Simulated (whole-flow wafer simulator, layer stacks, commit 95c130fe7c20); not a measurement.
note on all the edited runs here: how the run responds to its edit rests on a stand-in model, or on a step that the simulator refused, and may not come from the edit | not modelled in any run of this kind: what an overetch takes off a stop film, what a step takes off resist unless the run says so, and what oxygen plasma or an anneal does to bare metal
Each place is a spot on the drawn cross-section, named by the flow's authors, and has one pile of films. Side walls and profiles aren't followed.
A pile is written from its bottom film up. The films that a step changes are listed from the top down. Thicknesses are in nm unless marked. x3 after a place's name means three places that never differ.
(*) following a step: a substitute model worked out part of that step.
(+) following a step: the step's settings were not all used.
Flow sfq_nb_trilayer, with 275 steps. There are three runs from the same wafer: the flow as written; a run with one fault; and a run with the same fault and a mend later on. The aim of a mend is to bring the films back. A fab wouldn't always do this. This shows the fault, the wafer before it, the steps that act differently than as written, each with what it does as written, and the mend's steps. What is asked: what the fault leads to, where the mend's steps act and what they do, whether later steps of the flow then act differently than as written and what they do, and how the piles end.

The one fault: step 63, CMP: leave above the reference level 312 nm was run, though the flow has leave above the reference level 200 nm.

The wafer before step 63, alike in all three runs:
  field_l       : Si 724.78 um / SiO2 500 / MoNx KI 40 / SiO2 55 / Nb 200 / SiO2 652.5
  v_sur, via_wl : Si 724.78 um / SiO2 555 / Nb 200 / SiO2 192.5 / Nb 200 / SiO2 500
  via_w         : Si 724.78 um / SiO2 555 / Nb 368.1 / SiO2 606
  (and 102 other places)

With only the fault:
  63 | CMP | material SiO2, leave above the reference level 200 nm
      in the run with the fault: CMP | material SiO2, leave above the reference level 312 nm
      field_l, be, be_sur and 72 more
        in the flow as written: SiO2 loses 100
        in the run with the fault: nothing
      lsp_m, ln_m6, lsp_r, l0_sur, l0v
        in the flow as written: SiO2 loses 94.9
        in the run with the fault: nothing
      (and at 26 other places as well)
  Steps further on in the flow that do not act as written (not shown: 6 more steps that differ only slightly, by at most 2% or 0.5 nm, whichever is larger):
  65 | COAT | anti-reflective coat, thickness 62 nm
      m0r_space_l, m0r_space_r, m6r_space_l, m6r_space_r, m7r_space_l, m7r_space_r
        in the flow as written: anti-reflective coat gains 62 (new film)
        in the run with the fault: anti-reflective coat gains 63.7 (new film)
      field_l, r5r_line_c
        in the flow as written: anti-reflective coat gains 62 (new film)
        in the run with the fault: anti-reflective coat gains 63.9 (new film)
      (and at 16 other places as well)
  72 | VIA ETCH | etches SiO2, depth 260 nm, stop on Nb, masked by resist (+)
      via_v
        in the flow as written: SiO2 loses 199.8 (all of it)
        in the run with the fault: SiO2 loses 260
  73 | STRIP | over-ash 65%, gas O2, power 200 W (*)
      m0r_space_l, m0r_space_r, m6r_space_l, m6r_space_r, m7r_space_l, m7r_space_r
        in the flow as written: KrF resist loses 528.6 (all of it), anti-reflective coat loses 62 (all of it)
        in the run with the fault: KrF resist loses 530.6 (all of it), anti-reflective coat loses 63.7 (all of it)
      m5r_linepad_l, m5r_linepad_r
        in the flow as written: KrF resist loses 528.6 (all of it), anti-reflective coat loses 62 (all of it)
        in the run with the fault: KrF resist loses 526.9 (all of it), anti-reflective coat loses 67.5 (all of it)
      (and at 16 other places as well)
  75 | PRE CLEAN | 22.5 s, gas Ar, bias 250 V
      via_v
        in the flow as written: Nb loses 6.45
        in the run with the fault: SiO2 loses 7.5
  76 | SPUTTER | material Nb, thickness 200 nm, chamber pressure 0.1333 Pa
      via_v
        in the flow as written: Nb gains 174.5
        in the run with the fault: Nb gains 163.1 (new film)
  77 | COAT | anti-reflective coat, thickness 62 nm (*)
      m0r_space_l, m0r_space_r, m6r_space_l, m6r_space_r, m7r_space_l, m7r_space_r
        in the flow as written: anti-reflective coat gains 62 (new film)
        in the run with the fault: anti-reflective coat gains 63.5 (new film)
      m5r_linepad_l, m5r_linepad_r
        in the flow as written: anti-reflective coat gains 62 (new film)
        in the run with the fault: anti-reflective coat gains 66.6 (new film)
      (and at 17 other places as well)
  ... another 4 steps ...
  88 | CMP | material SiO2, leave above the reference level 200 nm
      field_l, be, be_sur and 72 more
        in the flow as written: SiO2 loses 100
        in the run with the fault: SiO2 loses 88
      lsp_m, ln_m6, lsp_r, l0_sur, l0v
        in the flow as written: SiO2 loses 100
        in the run with the fault: SiO2 loses 82.9
  By the end, the piles at field_l, v_sur, via_wl and 103 more depart from the flow's by more than 2% or 0.5 nm, whichever is larger.
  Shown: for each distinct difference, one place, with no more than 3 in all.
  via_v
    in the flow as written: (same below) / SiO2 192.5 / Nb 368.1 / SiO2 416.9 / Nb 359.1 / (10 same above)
    in the run with the fault: (same below) / SiO2 192.5 / Nb 200 / SiO2 44.3 / Nb 163.1 / SiO2 489.6 / Nb 359.1 / (10 same above)
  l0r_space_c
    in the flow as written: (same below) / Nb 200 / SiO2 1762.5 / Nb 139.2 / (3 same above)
    in the run with the fault: (same below) / Nb 200 / SiO2 1874.5 / Nb 139.2 / (3 same above)
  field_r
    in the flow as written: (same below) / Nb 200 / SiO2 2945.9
    in the run with the fault: (same below) / Nb 200 / SiO2 3057.9

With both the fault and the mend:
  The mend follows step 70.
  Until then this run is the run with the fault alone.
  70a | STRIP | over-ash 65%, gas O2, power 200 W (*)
      p4_w1, p3_l3, p3_s3, p3_l4, p3_s4, p3_l5
        KrF resist loses 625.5 (all of it), anti-reflective coat loses 62.1 (all of it)
      wl_b_sl, wl_b_m5, wl_b_sr, wl_c_sl, wl_c_m6, wl_c_sr
        KrF resist loses 624.3 (all of it), anti-reflective coat loses 61.8 (all of it)
      m0r_line_l, m0r_line_r, m6r_line_l, m6r_line_r, m7r_line_l, m7r_line_r
        KrF resist loses 627.2 (all of it), anti-reflective coat loses 62.4 (all of it)
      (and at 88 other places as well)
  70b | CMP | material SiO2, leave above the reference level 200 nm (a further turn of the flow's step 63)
      field_l, be, be_sur and 72 more
        SiO2 loses 100
      v_sur, via_wl, via_w and 23 more
        SiO2 loses 112
      lsp_m, ln_m6, lsp_r, l0_sur, l0v
        SiO2 loses 94.9
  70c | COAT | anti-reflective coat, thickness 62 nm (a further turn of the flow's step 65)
      field_l, v_sur, via_wl and 103 more
        anti-reflective coat gains 62 (new film)
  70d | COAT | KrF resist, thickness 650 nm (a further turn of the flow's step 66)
      field_l, v_sur, via_wl and 103 more
        KrF resist gains 650 (new film)
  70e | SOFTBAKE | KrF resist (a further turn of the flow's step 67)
      leaves every film unchanged at each place that is followed
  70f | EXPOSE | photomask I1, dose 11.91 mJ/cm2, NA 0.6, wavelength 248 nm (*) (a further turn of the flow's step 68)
      leaves every film unchanged at each place that is followed
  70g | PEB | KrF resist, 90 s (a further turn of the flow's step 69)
      field_l, v_sur, via_wl and 103 more
        KrF resist loses 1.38
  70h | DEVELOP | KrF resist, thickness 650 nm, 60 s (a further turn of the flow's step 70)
      field_l, v_sur, via_wl and 102 more
        KrF resist loses 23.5
      via_v
        KrF resist loses 648.6 (all of it)
  Every later step of the flow that is run acts as written at every place that is followed.
  At every place that both follow, the piles at the end match the flow's.
